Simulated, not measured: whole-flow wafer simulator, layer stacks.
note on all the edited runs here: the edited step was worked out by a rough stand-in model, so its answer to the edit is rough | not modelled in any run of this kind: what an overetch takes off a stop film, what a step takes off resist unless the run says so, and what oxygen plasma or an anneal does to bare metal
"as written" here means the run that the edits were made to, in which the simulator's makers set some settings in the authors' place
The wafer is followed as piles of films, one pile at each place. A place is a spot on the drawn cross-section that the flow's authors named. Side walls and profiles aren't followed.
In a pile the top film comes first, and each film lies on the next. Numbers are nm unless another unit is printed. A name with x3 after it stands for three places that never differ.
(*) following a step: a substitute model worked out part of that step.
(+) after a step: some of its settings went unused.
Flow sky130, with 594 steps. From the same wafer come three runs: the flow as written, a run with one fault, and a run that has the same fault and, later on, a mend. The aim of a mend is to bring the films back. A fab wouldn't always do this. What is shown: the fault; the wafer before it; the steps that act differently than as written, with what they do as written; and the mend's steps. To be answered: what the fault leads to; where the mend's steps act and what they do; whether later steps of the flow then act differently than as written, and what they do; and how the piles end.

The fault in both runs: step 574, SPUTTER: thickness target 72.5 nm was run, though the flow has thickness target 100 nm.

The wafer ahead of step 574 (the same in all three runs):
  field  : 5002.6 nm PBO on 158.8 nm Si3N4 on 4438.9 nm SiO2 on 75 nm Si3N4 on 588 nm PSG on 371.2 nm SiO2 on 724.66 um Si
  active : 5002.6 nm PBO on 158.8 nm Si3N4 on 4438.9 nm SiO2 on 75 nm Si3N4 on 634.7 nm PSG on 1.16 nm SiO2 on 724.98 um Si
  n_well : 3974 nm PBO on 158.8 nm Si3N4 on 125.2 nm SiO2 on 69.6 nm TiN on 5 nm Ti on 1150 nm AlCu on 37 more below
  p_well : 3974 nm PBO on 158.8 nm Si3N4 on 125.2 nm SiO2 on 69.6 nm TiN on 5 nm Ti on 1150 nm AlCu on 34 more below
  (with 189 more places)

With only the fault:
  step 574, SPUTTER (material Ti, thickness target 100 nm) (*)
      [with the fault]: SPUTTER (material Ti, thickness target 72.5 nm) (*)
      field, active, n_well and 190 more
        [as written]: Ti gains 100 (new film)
        [with the fault]: Ti gains 72.5 (new film)
  Steps later in the flow that act otherwise than as written (7 more steps, not shown, differ only slightly: by at most 2% or 0.5 nm, whichever is larger):
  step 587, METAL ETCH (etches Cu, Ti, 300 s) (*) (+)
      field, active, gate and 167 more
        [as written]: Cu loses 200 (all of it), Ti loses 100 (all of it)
        [with the fault]: Cu loses 200 (all of it), Ti loses 72.5 (all of it)
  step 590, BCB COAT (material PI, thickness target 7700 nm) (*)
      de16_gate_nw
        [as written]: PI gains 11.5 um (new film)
        [with the fault]: PI gains 11.48 um (new film)
  By the end, the piles at n_well, p_well, sd_n and 20 more depart from the flow's by more than 2% or 0.5 nm, whichever is larger.
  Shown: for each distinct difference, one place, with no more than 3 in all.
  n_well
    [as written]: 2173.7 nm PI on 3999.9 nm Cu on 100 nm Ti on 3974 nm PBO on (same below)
    [with the fault]: 2191.5 nm PI on 3999.9 nm Cu on 72.5 nm Ti on 3974 nm PBO on (same below)
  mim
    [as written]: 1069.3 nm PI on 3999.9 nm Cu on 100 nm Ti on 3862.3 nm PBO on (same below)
    [with the fault]: 1095.1 nm PI on 3999.9 nm Cu on 72.5 nm Ti on 3862.3 nm PBO on (same below)
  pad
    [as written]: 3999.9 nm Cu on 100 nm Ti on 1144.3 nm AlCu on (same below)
    [with the fault]: 3999.9 nm Cu on 72.5 nm Ti on 1144.3 nm AlCu on (same below)

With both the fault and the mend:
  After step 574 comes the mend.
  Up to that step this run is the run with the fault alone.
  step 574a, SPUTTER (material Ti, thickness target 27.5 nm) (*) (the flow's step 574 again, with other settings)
      field, active, n_well and 190 more
        Ti gains 27.5
  Later steps of the flow that are run all act as written at every place that is followed.
  By the end, the piles equal the flow's at every place that both follow.
